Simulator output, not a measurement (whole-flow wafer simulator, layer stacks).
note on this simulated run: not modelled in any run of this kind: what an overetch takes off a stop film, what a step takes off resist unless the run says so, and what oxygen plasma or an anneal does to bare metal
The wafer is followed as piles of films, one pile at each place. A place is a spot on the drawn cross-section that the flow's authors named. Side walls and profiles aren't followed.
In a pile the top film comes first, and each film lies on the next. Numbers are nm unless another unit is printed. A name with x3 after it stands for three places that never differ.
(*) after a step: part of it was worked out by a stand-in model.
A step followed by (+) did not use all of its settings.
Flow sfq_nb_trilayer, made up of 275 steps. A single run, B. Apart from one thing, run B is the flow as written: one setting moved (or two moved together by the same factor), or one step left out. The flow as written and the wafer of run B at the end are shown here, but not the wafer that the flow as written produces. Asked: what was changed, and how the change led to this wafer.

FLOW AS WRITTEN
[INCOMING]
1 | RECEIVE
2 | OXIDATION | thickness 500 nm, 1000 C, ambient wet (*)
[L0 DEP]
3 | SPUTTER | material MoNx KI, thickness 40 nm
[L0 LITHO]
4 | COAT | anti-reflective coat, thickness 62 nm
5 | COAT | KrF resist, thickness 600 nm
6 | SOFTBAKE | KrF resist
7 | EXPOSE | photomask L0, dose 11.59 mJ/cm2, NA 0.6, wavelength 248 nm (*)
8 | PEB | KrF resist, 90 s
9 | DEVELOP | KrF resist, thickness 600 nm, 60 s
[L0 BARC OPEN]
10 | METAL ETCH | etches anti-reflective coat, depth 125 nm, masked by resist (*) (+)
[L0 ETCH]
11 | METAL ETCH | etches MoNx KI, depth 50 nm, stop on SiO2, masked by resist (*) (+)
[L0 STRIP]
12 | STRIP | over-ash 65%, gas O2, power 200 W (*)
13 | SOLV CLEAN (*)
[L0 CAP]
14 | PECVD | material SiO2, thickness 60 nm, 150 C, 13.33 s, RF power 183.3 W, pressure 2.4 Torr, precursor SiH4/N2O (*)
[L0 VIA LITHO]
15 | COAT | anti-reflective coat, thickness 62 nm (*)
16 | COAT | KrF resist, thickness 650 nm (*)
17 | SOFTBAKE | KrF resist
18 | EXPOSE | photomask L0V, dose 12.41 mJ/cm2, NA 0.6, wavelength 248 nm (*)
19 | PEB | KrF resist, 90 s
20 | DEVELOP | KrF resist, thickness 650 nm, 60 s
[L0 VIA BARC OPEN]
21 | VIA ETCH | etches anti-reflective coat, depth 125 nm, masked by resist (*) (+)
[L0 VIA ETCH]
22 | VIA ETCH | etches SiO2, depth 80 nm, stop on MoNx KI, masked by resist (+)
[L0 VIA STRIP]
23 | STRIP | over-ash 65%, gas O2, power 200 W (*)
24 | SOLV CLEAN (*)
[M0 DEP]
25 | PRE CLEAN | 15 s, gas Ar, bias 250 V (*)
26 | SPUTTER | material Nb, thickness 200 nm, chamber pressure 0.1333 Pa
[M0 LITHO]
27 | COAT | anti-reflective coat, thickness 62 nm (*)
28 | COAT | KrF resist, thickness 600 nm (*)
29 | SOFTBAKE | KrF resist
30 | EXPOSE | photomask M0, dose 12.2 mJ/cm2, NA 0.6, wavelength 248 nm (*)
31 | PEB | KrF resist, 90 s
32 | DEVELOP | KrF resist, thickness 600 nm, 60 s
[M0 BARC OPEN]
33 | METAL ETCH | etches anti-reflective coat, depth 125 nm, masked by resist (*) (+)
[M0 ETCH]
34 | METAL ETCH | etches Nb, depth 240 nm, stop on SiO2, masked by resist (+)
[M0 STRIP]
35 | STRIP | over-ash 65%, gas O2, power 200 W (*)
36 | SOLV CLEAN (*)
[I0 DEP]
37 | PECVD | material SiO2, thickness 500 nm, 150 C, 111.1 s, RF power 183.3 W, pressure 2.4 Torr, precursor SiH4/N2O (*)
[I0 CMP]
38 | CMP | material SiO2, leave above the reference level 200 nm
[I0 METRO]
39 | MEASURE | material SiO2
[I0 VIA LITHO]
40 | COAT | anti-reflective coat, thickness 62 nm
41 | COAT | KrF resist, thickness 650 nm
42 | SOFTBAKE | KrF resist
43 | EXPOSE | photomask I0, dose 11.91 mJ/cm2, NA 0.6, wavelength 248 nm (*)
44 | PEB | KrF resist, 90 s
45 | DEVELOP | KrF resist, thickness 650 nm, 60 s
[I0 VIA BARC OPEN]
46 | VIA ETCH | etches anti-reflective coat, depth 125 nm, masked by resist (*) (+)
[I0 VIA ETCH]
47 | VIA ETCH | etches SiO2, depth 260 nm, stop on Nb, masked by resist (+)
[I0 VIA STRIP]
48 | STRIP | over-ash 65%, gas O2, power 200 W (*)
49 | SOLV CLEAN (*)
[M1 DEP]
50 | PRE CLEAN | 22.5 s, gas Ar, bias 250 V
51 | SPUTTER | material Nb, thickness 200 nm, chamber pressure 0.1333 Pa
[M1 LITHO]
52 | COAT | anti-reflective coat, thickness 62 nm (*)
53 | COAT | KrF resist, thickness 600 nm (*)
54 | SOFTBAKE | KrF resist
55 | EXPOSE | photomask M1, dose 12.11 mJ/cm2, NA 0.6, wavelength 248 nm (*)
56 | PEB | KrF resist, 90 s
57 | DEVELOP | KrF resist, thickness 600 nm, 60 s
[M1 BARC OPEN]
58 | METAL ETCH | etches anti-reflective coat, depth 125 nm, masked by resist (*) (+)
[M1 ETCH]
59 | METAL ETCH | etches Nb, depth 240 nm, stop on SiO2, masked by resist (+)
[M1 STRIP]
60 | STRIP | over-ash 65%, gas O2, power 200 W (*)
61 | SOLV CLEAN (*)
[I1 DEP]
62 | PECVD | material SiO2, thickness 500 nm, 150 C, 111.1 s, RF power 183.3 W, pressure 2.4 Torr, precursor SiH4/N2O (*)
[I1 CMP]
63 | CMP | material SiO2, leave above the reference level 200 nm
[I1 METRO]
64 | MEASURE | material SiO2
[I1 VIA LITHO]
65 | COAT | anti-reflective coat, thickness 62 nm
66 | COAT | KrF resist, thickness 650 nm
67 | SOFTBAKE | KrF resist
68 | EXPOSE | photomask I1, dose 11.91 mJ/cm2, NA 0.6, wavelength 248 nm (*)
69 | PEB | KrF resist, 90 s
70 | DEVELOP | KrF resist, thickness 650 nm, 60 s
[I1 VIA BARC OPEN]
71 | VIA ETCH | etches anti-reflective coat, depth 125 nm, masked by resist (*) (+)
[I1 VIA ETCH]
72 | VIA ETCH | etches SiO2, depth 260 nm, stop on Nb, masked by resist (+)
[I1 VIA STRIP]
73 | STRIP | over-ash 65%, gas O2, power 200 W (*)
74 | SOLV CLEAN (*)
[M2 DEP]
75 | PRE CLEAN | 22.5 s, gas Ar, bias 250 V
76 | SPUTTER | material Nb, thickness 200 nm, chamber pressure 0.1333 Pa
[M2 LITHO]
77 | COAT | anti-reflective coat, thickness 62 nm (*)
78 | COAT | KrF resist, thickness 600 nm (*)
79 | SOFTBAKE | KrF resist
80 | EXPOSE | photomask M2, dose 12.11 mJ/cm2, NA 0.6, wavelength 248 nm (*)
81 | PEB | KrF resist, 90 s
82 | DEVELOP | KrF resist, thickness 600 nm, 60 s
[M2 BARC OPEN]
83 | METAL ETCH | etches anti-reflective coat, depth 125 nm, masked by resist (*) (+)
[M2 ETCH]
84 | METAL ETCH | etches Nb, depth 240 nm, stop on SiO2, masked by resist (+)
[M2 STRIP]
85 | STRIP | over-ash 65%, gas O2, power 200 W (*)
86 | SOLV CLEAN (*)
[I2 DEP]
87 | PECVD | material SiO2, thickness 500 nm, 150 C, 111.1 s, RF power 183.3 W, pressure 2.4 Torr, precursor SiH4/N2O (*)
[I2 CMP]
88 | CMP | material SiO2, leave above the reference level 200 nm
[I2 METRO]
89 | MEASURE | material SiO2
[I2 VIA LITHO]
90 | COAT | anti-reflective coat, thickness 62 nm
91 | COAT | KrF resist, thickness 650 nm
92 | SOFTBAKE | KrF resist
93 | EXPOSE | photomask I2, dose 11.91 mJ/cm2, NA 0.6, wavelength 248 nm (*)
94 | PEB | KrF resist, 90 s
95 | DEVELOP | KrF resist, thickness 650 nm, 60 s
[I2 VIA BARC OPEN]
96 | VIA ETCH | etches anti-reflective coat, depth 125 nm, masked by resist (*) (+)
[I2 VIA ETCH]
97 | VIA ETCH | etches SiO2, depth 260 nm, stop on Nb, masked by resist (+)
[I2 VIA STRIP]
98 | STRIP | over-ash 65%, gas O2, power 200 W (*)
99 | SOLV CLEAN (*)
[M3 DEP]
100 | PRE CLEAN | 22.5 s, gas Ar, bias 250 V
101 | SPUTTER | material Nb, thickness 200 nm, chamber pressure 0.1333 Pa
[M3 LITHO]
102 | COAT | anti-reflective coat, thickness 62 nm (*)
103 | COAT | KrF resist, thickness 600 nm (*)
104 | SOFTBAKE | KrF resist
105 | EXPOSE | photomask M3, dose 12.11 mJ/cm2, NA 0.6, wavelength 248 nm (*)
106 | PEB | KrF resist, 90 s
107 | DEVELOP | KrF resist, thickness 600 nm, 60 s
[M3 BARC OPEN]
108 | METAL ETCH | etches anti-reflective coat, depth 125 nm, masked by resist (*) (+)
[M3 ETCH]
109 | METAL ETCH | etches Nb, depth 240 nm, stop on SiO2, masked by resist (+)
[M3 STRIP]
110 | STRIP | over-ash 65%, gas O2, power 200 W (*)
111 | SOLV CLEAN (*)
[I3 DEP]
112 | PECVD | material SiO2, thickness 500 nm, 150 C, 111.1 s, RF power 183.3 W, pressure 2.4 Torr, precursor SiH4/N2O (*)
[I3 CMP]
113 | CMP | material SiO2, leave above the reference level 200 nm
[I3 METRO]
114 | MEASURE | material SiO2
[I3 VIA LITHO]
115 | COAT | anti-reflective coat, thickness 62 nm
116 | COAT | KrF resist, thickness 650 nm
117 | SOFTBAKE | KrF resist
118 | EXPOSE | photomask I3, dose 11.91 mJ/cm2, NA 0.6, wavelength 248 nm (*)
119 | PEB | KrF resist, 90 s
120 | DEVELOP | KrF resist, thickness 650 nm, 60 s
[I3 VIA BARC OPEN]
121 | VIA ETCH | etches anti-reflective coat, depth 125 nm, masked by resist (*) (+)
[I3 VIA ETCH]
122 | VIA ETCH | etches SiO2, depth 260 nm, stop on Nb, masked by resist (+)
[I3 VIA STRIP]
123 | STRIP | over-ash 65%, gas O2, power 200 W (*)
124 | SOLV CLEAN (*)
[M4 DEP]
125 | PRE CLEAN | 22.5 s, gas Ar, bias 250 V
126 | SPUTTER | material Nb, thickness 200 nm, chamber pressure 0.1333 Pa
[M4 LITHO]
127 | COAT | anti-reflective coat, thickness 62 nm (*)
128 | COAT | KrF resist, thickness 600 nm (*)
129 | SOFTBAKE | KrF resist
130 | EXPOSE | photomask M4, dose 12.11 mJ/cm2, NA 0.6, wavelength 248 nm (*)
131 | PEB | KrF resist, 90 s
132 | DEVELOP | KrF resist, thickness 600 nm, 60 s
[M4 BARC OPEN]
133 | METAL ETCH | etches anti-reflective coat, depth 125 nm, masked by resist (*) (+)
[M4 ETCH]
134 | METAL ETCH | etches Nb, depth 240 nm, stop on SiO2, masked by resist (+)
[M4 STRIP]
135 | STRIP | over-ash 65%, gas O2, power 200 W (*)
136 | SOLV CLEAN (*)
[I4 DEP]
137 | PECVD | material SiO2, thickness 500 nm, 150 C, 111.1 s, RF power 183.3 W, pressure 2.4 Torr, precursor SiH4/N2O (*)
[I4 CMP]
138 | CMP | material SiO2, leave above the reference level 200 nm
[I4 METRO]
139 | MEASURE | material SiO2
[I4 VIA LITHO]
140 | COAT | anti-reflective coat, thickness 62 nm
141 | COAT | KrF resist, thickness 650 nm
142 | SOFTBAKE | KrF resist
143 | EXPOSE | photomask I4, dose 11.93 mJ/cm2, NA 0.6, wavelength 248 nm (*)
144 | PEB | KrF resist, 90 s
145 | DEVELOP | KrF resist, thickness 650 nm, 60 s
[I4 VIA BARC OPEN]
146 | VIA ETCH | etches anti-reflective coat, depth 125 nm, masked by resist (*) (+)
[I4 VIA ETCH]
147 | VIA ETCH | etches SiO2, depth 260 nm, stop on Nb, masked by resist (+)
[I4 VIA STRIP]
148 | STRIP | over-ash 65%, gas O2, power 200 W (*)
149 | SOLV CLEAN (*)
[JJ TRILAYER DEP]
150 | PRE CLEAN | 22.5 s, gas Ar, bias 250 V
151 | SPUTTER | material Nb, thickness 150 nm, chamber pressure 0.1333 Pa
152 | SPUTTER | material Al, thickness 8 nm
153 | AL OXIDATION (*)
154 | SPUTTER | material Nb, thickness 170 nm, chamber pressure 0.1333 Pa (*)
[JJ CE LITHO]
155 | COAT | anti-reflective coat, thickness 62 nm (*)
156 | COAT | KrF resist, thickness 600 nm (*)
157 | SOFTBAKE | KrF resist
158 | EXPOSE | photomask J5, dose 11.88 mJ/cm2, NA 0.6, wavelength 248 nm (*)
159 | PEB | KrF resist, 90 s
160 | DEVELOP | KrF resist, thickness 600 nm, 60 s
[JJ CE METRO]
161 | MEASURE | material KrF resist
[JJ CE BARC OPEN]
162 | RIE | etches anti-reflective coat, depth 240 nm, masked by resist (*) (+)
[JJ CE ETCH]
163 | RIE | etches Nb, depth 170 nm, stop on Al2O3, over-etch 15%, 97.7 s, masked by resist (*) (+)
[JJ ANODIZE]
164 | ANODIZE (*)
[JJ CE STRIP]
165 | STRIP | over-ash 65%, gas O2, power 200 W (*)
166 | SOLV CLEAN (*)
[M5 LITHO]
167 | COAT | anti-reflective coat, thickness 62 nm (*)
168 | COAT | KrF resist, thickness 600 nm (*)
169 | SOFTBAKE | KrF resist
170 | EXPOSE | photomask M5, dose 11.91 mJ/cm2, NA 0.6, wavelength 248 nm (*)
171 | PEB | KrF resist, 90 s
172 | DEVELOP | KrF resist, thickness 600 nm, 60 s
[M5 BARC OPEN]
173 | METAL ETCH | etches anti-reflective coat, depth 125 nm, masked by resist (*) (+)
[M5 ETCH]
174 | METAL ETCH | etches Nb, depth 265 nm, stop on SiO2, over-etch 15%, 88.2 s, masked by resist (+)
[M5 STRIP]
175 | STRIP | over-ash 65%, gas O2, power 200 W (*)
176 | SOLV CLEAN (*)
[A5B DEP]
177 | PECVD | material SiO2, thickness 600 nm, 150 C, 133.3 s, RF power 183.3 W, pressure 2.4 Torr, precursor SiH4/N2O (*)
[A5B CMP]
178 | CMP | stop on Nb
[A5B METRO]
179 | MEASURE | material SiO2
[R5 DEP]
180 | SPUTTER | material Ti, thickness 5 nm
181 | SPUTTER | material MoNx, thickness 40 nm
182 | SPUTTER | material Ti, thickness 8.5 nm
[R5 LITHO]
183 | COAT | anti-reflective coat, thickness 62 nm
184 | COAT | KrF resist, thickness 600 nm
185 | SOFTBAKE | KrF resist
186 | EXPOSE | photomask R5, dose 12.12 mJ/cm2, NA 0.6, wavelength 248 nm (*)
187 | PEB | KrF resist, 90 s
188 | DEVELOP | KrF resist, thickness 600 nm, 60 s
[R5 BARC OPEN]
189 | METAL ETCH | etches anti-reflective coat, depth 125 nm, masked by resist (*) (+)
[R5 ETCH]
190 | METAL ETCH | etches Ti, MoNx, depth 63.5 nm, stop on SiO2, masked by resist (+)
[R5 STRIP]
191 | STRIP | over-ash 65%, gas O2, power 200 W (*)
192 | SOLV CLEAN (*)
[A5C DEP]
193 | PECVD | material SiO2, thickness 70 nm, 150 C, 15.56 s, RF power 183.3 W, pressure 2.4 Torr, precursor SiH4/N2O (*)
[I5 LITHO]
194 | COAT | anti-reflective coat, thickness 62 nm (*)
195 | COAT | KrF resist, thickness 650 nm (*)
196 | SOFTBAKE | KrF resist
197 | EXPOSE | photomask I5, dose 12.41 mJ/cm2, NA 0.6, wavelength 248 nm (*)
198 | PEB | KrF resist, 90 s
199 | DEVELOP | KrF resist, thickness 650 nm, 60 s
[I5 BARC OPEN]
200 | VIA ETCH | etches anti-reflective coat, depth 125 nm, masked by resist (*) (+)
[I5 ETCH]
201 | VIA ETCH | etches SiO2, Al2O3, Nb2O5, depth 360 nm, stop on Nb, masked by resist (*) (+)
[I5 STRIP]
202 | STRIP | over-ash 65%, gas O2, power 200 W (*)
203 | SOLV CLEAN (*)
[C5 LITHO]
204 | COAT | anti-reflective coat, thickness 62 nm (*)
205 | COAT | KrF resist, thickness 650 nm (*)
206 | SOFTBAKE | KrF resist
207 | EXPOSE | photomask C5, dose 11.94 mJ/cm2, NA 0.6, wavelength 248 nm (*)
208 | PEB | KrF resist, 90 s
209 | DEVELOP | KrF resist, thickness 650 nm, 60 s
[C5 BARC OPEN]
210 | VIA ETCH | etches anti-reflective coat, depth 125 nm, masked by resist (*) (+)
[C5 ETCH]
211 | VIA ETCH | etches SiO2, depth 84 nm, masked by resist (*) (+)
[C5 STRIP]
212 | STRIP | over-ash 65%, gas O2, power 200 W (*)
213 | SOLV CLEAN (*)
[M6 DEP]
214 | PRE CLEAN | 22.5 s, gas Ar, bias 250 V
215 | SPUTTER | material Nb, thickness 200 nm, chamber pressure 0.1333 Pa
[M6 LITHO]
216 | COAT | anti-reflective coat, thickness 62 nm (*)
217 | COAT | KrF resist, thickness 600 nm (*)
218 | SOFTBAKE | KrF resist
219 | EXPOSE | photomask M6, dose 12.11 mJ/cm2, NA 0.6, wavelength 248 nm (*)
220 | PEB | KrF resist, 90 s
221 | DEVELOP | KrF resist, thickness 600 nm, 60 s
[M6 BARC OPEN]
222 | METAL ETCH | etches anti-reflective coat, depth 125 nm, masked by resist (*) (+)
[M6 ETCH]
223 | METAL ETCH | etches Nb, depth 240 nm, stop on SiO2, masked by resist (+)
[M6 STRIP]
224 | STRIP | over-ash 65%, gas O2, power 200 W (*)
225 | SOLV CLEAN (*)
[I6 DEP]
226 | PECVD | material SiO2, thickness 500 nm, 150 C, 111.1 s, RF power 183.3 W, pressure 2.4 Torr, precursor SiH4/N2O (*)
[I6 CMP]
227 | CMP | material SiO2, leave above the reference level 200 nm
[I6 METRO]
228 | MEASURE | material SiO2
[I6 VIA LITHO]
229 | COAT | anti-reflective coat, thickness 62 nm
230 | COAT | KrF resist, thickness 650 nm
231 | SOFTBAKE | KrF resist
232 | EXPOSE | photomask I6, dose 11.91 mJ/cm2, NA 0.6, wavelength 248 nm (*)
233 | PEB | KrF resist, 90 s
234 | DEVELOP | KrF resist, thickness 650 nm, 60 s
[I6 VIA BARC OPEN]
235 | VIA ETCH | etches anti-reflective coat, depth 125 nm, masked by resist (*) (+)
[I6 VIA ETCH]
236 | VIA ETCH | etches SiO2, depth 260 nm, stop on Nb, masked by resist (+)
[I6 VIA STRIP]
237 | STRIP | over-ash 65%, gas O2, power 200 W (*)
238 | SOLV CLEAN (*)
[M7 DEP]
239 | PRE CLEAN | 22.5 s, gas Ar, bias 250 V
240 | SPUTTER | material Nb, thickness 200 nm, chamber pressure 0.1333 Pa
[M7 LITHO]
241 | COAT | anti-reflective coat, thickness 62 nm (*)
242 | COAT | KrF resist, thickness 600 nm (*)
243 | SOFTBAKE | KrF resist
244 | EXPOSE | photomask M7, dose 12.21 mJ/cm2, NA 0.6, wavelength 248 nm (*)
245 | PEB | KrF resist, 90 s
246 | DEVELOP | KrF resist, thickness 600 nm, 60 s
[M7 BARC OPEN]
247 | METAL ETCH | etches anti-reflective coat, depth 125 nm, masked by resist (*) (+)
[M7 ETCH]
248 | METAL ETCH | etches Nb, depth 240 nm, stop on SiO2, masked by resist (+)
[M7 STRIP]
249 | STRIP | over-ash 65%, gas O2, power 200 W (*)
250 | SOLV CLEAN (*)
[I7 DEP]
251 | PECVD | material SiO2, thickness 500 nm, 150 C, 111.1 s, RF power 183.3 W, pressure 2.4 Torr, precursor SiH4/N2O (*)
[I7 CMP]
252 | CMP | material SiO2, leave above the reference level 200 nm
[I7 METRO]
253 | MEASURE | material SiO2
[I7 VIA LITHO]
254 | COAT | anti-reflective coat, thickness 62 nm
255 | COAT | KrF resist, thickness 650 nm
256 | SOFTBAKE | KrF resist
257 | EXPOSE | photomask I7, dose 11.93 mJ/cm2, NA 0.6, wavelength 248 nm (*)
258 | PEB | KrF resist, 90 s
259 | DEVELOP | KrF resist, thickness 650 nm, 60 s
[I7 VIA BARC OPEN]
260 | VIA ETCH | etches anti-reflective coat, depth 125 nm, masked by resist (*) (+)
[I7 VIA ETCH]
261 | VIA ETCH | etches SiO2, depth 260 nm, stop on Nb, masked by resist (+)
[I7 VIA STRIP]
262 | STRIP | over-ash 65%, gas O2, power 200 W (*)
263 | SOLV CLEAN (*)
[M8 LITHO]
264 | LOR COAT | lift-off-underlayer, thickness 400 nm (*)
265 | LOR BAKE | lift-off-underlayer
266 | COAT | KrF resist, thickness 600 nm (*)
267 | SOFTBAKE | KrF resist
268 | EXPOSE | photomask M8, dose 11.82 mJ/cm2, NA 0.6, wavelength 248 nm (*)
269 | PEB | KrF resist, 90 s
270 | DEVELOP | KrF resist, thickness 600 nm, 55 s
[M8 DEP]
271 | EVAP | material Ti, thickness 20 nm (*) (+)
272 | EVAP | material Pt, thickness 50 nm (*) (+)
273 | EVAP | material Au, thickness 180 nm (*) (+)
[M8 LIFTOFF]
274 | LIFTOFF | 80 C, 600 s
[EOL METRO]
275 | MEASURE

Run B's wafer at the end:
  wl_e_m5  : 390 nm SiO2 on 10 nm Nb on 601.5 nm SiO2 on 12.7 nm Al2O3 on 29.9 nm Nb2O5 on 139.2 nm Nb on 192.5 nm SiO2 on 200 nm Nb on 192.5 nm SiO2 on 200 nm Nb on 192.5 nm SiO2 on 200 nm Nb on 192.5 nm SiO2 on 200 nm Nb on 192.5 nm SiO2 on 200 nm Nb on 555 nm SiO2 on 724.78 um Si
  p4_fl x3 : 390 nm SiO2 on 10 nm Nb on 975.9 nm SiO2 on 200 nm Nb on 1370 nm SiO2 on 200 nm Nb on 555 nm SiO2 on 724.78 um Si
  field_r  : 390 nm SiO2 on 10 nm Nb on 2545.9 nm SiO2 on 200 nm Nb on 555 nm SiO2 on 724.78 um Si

Cause: step 248, METAL ETCH: depth 190 nm was run, whereas the flow has depth 240 nm.

Step by step, how the change led to this:
  248 | METAL ETCH | etches Nb, depth 240 nm, stop on SiO2, masked by resist (+)
      field_l, field_r, lsp_l and 62 more: -190 Nb (as written it would have been: -200 Nb (all of it))
      v_sur, via_wl, via_w and 38 more: -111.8 KrF resist (as written it would have been: -141.2 KrF resist)
  249 | STRIP | over-ash 65%, gas O2, power 200 W (*)
      wl_j_sl, wl_jj, wl_j_sr and 14 more: -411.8 KrF resist (all of it), -62 anti-reflective coat (all of it) (as written it would have been: -382.4 KrF resist (all of it), -62 anti-reflective coat (all of it))
      ln_m5, lsp_m: -411.3 KrF resist (all of it), -61.8 anti-reflective coat (all of it) (as written it would have been: -381.9 KrF resist (all of it), -61.8 anti-reflective coat (all of it))
      (as well as at 22 more places)
  251 | PECVD | material SiO2, thickness 500 nm, 150 C, 111.1 s, RF power 183.3 W, pressure 2.4 Torr, precursor SiH4/N2O (*)
      field_l, p4_fl x3, p4_w1 x9 and 46 more: +500 SiO2 (new film) (as written it would have been: +500 SiO2)
      field_r, lsp_l: +478.8 SiO2 (new film) (as written it would have been: +477.7 SiO2)
      (as well as at 4 more places)
  252 | CMP | material SiO2, leave above the reference level 200 nm
      field_l, p4_fl x3, p4_w1 x9 and 46 more: -110 SiO2 (as written it would have been: -100 SiO2)
      field_r, lsp_l: -88.8 SiO2 (as written it would have been: -77.7 SiO2)
      (as well as at 2 more places)
Taking metal films that touch as one body, wl_e_m5 has 7 bodies (between them, from the top down: SiO2 601.5 / Al2O3 12.7 / Nb2O5 29.9; SiO2 192.5; SiO2 192.5; SiO2 192.5; SiO2 192.5; SiO2 192.5); the flow as written gives 6 bodies (between them, from the top down: SiO2 192.5; SiO2 192.5; SiO2 192.5; SiO2 192.5; SiO2 192.5).
Taking metal films that touch as one body, p4_fl x3 has 3 bodies (between them, from the top down: SiO2 975.9; SiO2 1370); the flow as written gives 2 bodies (between them, from the top down: SiO2 1370).
Taking metal films that touch as one body, field_r has 2 bodies (between them, from the top down: SiO2 2545.9); the flow as written gives 1 body.
